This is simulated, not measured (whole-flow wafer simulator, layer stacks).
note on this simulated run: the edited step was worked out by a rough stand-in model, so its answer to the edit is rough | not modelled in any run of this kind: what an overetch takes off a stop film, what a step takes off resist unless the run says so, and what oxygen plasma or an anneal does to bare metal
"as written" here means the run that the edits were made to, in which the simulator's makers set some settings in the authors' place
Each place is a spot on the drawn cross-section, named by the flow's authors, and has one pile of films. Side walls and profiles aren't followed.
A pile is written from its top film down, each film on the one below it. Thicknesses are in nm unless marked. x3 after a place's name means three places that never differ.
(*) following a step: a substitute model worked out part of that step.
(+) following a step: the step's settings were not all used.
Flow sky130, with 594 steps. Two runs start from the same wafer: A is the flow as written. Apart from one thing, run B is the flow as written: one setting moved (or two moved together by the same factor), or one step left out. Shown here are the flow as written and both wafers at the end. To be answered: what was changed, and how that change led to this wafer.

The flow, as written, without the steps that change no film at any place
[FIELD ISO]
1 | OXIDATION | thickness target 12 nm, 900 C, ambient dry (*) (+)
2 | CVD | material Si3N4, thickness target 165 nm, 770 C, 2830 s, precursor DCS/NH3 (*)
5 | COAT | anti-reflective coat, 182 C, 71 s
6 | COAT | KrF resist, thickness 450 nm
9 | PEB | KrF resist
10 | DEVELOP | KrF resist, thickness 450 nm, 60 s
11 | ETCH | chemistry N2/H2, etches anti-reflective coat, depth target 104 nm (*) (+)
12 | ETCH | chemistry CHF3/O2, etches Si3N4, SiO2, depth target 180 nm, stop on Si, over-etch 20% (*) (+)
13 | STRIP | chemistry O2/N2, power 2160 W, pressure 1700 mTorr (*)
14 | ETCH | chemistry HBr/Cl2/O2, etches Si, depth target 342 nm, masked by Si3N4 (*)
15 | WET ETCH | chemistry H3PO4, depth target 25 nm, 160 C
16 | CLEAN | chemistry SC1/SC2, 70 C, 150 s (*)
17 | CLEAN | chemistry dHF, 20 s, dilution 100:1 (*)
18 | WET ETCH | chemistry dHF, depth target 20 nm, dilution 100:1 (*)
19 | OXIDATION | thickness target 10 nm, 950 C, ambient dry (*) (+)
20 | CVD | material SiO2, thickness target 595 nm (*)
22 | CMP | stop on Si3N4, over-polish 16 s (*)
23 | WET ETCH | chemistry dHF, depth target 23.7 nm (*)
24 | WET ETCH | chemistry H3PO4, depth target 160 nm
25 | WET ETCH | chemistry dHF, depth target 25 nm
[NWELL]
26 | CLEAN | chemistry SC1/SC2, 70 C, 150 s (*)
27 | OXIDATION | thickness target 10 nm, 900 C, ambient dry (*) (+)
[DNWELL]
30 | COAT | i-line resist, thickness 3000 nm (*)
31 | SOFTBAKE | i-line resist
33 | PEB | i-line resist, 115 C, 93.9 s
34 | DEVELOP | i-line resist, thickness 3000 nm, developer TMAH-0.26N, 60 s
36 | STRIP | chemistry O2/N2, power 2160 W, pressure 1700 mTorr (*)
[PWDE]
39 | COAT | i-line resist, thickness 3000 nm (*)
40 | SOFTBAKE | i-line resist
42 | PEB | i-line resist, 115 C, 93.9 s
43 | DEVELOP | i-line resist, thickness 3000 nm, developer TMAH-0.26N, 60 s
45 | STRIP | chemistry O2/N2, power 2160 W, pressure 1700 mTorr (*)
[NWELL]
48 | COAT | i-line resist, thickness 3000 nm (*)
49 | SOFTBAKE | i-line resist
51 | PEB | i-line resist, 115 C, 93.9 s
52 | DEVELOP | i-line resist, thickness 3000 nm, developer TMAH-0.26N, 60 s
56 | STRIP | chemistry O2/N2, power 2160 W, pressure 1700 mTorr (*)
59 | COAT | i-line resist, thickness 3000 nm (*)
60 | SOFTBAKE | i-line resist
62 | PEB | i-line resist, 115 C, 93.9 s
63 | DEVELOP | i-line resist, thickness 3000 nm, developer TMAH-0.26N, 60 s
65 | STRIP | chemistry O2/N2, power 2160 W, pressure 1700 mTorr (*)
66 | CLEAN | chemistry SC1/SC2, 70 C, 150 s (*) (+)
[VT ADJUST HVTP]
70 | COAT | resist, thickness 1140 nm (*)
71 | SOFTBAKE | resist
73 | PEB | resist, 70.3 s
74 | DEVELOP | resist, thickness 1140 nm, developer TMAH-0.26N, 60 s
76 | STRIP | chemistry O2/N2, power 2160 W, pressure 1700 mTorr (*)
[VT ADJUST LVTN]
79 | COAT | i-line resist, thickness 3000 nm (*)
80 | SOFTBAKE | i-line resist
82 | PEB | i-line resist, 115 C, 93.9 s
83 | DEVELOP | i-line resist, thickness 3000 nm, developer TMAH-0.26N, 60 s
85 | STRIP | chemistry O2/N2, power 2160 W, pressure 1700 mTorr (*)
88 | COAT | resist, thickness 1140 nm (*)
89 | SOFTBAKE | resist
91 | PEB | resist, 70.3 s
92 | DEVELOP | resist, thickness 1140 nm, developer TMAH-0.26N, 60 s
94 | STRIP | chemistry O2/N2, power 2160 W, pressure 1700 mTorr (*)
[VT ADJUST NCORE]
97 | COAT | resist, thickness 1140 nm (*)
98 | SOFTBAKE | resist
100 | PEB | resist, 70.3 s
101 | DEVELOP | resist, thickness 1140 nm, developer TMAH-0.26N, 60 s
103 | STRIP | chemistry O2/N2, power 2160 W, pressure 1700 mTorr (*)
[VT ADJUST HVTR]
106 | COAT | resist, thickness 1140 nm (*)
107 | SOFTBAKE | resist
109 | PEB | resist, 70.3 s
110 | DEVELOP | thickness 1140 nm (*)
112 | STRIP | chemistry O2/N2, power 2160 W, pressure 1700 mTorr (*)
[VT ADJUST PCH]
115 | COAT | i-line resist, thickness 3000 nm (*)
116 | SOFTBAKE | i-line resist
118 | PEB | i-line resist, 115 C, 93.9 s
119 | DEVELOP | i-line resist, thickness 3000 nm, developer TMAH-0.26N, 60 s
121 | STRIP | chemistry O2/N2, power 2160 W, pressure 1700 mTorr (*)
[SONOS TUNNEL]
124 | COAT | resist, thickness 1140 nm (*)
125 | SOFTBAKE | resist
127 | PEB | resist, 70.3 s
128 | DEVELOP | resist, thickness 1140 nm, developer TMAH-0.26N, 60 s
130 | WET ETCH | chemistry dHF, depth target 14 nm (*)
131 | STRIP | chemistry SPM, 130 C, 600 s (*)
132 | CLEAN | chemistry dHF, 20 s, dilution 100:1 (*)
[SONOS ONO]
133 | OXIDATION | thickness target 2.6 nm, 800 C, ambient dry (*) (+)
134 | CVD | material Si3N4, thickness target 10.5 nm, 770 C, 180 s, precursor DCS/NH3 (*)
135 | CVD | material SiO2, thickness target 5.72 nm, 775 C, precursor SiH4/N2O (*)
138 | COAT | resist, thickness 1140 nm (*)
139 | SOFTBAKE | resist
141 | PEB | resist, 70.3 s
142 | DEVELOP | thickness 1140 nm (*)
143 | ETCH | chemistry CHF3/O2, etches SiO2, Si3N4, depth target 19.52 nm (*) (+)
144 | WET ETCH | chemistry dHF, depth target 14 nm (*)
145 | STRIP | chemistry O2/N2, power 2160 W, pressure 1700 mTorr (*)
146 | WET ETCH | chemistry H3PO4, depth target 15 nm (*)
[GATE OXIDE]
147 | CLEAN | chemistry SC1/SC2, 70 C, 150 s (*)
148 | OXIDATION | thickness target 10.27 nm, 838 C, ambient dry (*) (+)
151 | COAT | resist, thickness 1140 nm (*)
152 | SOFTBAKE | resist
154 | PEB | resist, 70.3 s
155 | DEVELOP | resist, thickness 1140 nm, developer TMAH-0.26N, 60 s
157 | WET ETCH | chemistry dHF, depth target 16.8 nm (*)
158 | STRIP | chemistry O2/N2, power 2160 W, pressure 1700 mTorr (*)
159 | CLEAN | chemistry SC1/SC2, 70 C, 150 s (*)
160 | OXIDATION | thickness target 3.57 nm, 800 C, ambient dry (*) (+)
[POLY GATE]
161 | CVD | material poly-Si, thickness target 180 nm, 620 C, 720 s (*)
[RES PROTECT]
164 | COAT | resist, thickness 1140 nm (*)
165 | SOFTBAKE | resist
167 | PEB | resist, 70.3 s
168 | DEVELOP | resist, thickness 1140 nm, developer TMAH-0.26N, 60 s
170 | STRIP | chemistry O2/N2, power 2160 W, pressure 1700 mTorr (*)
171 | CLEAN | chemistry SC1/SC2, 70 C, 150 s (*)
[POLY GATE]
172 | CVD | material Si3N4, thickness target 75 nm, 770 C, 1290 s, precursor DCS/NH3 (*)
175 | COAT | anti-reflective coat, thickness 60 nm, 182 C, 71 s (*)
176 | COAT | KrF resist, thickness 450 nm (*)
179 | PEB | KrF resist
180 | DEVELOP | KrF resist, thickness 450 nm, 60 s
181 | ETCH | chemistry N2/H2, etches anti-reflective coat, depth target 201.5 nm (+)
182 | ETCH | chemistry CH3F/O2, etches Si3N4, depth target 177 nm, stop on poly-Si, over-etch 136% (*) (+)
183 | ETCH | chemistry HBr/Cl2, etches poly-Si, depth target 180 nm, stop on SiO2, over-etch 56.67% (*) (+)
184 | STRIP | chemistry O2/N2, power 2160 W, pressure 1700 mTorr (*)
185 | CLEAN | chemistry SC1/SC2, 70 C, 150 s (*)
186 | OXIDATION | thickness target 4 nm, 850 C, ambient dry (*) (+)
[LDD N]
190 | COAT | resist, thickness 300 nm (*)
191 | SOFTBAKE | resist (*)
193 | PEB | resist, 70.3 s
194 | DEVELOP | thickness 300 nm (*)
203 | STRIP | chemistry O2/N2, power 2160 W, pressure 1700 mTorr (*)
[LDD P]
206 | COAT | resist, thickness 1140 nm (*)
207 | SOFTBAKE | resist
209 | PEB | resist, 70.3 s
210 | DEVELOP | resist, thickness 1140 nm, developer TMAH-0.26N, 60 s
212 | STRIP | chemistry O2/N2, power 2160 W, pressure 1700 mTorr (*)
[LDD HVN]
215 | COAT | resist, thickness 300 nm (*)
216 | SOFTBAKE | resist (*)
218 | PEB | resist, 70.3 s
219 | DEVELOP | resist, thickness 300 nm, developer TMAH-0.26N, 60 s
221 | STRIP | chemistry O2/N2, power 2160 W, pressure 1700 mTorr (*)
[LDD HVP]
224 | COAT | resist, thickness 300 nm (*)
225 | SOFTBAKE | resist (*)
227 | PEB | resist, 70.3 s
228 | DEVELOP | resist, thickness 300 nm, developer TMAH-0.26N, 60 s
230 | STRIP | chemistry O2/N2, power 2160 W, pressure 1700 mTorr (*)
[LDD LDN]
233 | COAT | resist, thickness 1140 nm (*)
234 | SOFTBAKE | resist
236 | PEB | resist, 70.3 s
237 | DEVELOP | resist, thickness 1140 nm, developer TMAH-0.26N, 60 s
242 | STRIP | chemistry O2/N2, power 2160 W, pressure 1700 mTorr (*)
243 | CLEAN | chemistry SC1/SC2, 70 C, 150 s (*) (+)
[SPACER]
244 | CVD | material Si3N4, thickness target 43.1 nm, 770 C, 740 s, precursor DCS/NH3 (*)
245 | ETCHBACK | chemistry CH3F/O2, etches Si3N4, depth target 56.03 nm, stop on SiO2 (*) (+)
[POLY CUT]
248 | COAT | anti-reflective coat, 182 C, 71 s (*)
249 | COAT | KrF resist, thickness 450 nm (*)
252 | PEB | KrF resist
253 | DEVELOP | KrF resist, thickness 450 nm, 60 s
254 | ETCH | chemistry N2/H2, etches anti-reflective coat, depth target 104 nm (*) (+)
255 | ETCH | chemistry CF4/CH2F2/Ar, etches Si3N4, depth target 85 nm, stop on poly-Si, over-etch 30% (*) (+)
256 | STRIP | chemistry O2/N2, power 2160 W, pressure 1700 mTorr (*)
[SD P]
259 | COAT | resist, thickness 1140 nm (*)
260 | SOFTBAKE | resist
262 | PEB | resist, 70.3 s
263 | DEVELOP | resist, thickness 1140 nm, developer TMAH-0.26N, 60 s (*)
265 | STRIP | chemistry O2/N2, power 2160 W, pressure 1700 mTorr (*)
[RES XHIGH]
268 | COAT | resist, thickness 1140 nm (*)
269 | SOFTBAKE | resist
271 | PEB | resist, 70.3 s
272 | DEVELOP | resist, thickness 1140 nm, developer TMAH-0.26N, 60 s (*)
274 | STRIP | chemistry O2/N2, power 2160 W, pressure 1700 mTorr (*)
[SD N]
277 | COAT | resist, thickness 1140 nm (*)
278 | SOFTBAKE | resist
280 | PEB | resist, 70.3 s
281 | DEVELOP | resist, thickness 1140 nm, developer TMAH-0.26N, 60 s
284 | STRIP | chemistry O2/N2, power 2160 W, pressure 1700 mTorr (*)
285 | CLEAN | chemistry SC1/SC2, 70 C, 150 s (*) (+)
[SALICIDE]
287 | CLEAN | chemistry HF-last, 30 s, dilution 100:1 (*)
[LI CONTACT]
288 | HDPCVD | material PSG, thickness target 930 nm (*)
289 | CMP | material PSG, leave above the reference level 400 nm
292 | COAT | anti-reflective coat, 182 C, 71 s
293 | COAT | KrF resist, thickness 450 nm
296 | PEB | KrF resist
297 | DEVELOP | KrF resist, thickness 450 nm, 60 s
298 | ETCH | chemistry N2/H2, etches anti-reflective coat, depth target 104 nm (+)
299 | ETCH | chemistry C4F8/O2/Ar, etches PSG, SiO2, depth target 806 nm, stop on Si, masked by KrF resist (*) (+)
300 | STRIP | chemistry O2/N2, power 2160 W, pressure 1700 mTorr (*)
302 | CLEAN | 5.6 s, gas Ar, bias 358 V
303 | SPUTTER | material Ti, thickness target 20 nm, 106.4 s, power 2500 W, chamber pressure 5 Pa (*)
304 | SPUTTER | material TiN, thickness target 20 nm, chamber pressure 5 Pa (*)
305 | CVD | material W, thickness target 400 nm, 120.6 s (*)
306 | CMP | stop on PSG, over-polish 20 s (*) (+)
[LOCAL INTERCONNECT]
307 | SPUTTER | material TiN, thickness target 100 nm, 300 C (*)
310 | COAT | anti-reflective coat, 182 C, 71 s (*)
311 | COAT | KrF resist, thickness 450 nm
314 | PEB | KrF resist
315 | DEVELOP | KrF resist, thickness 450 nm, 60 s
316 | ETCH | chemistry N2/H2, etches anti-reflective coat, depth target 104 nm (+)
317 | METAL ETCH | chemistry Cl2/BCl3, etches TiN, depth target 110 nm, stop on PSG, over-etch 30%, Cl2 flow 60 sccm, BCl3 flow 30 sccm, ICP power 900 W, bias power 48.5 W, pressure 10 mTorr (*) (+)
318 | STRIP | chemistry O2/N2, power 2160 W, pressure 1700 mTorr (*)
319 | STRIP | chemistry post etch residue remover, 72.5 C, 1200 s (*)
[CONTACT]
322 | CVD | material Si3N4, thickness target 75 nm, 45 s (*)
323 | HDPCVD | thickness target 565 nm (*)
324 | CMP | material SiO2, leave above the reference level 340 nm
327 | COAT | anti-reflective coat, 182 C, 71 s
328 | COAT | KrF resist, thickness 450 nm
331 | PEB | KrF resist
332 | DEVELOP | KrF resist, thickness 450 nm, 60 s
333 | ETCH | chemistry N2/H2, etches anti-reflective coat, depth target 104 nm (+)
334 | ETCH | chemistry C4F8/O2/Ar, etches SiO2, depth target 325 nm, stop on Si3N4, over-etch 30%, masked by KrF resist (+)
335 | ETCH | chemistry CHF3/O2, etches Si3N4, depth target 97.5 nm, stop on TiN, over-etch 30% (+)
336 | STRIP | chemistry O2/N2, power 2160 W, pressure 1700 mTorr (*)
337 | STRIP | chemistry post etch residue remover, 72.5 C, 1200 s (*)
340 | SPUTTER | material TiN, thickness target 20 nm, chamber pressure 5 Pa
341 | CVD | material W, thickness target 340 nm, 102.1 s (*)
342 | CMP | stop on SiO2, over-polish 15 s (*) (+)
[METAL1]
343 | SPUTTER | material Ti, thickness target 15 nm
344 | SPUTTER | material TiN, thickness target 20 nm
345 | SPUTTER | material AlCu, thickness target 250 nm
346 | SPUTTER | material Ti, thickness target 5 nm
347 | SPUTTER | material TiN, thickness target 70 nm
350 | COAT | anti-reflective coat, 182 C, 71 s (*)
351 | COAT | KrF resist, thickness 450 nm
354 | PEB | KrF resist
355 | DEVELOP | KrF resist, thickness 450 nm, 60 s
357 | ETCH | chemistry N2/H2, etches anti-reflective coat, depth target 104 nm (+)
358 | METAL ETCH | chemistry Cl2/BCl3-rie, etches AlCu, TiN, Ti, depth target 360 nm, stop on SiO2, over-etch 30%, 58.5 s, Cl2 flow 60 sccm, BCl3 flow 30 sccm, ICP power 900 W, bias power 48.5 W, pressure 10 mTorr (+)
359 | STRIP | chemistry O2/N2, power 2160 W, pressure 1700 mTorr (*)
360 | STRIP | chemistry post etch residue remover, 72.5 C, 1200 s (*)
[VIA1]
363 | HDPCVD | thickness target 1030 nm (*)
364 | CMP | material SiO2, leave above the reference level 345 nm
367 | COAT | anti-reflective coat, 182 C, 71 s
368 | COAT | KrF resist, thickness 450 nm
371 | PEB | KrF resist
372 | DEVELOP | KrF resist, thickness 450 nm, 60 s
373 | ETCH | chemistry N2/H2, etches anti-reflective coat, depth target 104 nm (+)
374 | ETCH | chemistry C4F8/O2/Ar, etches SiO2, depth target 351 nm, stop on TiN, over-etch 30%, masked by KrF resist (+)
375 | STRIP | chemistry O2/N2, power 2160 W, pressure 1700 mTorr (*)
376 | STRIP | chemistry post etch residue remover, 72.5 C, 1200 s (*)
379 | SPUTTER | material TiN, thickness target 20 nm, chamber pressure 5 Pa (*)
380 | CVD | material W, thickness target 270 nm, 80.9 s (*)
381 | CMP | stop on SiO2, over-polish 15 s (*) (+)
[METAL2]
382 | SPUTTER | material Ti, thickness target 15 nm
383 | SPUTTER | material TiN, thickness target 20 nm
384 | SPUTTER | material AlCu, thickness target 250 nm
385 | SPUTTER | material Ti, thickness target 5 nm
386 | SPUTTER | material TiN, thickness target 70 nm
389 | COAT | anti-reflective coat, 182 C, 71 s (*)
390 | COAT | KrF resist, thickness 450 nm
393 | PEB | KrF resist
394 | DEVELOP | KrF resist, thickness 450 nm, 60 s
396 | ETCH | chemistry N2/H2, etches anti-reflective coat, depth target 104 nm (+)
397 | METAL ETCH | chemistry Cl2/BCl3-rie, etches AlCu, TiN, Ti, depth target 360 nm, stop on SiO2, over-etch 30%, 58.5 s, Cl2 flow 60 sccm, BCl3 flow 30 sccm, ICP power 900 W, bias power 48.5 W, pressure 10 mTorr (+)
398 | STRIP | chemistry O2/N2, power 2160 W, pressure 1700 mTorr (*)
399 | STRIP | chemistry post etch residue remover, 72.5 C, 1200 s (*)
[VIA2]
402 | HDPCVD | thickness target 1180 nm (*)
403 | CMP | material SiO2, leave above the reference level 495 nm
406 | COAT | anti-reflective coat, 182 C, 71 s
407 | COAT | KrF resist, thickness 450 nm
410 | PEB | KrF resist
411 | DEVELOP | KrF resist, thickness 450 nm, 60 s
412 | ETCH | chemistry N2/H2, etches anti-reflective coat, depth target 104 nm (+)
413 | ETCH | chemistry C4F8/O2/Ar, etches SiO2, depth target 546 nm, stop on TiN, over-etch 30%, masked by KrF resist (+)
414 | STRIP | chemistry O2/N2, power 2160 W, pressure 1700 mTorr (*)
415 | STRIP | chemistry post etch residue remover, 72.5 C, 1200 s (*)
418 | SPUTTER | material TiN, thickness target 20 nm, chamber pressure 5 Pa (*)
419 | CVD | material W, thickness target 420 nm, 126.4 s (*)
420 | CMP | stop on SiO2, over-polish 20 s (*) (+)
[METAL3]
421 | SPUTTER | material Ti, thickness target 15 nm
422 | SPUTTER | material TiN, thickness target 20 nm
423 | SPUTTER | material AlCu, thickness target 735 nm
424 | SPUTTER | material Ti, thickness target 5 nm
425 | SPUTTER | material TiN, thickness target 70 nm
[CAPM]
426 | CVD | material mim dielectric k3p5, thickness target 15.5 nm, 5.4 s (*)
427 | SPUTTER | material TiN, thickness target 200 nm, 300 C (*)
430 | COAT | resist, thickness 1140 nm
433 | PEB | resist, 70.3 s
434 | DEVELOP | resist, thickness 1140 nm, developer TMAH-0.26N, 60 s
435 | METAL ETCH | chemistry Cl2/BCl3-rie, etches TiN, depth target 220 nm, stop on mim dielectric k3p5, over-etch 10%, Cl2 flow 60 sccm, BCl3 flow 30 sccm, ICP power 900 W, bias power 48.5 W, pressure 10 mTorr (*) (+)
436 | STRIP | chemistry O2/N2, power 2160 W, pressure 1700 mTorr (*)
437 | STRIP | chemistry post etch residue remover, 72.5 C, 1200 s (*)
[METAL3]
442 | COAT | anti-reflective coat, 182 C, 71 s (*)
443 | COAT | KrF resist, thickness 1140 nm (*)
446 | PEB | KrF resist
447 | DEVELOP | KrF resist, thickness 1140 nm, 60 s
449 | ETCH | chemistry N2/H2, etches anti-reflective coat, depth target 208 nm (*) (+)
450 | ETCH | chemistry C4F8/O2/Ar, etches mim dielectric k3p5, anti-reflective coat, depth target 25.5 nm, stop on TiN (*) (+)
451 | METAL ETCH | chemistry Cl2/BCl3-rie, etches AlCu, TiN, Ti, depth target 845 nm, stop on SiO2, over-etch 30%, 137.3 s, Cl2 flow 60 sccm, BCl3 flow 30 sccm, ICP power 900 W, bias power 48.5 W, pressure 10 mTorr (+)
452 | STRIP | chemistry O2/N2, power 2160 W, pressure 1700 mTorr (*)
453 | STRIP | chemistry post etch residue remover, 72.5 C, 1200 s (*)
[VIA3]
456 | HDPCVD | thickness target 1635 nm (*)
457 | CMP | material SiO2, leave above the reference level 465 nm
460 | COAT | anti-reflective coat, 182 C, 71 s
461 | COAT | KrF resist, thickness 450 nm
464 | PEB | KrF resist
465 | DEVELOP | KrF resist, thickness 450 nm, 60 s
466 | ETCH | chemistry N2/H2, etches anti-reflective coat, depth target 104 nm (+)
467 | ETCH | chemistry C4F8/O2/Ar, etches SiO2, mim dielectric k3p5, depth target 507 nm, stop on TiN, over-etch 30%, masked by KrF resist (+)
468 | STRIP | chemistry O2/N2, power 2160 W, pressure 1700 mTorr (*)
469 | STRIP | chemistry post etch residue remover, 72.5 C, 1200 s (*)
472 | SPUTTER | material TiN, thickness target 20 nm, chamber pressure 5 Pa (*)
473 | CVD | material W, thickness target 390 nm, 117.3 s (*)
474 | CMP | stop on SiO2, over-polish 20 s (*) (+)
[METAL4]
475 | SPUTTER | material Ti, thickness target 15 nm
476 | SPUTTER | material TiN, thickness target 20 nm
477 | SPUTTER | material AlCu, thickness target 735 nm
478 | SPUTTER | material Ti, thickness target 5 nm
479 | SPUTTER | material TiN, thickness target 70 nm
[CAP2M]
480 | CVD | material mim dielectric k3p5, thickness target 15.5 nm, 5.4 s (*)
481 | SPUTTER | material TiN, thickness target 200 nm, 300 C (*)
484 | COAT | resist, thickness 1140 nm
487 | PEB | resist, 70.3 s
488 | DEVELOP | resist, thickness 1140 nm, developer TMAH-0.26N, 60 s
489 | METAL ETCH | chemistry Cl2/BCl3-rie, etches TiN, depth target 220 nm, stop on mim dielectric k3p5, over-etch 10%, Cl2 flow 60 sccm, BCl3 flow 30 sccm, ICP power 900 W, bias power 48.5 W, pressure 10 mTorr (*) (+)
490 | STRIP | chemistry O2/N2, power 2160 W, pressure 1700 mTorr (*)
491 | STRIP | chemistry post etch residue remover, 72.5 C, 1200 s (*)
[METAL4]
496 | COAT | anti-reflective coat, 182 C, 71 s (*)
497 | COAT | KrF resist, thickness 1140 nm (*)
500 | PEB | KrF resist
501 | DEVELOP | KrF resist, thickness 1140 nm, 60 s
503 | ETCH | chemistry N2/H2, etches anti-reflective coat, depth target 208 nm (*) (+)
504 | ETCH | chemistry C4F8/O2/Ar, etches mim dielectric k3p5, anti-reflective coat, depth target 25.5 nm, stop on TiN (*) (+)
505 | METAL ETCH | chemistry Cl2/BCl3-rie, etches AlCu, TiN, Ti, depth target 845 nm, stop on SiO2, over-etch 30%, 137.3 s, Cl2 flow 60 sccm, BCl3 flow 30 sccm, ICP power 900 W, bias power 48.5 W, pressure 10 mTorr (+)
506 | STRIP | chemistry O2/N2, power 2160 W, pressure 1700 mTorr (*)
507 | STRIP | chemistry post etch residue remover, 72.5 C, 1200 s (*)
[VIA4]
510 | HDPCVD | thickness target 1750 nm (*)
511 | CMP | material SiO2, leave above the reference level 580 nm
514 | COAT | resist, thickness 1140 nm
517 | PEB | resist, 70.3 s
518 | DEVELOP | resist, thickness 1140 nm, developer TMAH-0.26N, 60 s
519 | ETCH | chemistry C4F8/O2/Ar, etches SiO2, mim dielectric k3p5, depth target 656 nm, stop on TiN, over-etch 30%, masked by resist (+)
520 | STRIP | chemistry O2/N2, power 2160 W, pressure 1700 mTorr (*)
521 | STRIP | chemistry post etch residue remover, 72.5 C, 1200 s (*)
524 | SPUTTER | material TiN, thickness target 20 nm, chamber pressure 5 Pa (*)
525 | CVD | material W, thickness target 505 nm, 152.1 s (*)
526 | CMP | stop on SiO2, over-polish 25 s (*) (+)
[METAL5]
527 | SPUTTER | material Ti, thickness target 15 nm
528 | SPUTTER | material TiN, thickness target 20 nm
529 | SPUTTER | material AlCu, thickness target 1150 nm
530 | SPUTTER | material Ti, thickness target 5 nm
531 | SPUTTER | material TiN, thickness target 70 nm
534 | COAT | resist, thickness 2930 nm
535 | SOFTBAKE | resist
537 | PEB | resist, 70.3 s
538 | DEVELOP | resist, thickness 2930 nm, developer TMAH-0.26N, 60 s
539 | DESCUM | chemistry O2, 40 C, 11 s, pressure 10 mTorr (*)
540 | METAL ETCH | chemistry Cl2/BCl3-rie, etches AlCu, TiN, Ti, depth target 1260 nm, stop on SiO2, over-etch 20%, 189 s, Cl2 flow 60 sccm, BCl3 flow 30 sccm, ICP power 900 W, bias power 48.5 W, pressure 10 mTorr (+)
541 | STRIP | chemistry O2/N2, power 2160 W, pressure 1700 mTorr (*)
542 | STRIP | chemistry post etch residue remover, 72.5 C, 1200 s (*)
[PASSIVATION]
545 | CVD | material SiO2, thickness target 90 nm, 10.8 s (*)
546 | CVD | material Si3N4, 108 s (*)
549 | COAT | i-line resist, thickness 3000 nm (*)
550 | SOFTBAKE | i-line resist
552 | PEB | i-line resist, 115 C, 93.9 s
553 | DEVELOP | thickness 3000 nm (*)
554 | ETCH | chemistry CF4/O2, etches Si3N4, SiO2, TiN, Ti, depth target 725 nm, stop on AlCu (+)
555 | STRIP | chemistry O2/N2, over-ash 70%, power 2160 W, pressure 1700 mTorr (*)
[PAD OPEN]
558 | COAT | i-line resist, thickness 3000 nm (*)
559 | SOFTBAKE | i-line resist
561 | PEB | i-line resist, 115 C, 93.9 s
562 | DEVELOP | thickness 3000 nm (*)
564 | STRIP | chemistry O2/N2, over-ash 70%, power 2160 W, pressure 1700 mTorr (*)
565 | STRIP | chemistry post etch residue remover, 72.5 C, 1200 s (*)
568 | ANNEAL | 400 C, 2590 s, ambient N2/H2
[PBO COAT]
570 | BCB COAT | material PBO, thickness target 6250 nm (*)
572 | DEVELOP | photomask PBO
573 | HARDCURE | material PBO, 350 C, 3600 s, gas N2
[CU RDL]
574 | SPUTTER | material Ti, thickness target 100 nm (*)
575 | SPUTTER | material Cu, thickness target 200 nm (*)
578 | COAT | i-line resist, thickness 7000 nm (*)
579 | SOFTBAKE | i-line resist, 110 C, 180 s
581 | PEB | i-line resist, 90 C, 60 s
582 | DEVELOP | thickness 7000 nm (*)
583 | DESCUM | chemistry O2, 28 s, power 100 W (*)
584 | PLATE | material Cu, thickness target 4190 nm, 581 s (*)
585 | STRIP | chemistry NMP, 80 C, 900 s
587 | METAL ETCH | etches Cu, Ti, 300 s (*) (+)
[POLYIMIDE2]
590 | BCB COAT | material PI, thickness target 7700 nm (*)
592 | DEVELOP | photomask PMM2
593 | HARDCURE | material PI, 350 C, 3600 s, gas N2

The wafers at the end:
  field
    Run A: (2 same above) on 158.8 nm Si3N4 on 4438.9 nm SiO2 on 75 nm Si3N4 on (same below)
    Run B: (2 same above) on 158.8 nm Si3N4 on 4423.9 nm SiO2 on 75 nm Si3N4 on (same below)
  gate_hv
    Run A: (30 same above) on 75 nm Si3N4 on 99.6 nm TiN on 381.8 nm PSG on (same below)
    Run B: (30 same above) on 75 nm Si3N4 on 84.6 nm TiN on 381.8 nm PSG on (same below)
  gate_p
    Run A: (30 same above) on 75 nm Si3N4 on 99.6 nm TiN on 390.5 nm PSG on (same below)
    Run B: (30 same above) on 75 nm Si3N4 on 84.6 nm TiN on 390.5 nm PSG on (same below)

Cause: step 307, SPUTTER: thickness target 85 nm was run, whereas the flow has thickness target 100 nm.

The path from the change to this, step by step:
  307 | SPUTTER | material TiN, thickness target 100 nm, 300 C (*)
      field, active, n_well and 188 more: A +100 TiN (new film) | B +85 TiN (new film)
  317 | METAL ETCH | chemistry Cl2/BCl3, etches TiN, depth target 110 nm, stop on PSG, over-etch 30%, Cl2 flow 60 sccm, BCl3 flow 30 sccm, ICP power 900 W, bias power 48.5 W, pressure 10 mTorr (*) (+)
      field, active, gate and 88 more: A -98.7 TiN (all of it) | B -83.7 TiN (all of it)
  324 | CMP | material SiO2, leave above the reference level 340 nm
      field, active, gate and 88 more: A -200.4 SiO2 | B -215.4 SiO2
